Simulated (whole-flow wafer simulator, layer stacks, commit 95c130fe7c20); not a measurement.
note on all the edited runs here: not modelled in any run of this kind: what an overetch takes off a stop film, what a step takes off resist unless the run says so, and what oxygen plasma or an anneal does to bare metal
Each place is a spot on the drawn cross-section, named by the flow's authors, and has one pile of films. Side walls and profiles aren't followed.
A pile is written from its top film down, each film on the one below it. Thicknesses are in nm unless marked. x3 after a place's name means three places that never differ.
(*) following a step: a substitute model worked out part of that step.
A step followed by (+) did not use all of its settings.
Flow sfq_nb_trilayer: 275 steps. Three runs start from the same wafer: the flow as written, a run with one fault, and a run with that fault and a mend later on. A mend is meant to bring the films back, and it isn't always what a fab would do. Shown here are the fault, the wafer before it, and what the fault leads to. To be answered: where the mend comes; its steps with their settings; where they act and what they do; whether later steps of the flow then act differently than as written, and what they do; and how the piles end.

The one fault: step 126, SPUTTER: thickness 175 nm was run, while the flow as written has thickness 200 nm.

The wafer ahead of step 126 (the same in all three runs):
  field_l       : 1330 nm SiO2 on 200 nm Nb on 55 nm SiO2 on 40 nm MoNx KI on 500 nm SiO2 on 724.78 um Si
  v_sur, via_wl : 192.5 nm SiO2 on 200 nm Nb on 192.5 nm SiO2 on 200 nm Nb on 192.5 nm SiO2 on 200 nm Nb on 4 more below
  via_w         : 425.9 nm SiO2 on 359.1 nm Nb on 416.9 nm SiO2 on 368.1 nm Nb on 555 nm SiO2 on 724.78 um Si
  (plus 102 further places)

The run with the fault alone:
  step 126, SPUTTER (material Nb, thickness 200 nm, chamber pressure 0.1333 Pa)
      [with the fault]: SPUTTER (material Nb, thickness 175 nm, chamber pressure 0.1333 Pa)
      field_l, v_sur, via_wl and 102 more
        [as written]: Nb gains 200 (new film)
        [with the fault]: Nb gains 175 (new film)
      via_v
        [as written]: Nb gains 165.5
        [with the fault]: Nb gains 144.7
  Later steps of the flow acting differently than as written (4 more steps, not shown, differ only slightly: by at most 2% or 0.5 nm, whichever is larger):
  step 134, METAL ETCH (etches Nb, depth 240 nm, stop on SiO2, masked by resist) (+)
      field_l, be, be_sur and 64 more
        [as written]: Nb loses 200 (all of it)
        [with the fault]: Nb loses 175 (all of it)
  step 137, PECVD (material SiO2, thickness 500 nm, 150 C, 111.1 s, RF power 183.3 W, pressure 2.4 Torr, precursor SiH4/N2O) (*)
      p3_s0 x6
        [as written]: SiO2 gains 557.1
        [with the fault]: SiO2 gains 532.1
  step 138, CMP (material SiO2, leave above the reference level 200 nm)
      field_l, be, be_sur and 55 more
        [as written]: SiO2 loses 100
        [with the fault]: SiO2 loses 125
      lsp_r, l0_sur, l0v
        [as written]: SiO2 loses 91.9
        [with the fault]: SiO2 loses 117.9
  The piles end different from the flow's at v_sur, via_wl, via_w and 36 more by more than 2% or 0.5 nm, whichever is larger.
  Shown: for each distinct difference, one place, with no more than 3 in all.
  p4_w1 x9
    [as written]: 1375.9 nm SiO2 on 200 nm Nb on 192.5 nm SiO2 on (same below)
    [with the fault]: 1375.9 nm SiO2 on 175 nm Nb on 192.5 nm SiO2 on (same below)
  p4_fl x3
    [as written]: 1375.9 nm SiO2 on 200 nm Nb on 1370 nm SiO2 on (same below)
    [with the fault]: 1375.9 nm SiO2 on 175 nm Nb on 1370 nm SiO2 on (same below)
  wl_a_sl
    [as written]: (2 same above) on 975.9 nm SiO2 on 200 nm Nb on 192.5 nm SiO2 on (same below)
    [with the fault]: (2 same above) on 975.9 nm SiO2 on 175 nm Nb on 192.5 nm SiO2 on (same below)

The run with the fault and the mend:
  After step 126 comes the mend.
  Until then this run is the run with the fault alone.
  step 126a, SPUTTER (material Nb, thickness 25 nm, chamber pressure 0.1333 Pa) (the flow's step 126, run once more with other settings)
      field_l, v_sur, via_wl and 102 more
        Nb gains 25
      via_v
        Nb gains 19
  Later steps of the flow that are run all act as written at every place that is followed, up to a difference of at most 2% or 0.5 nm, whichever is larger.
  At the end the piles are close to the flow's at the places that both follow, differing by at most 2% or 0.5 nm, whichever is larger.
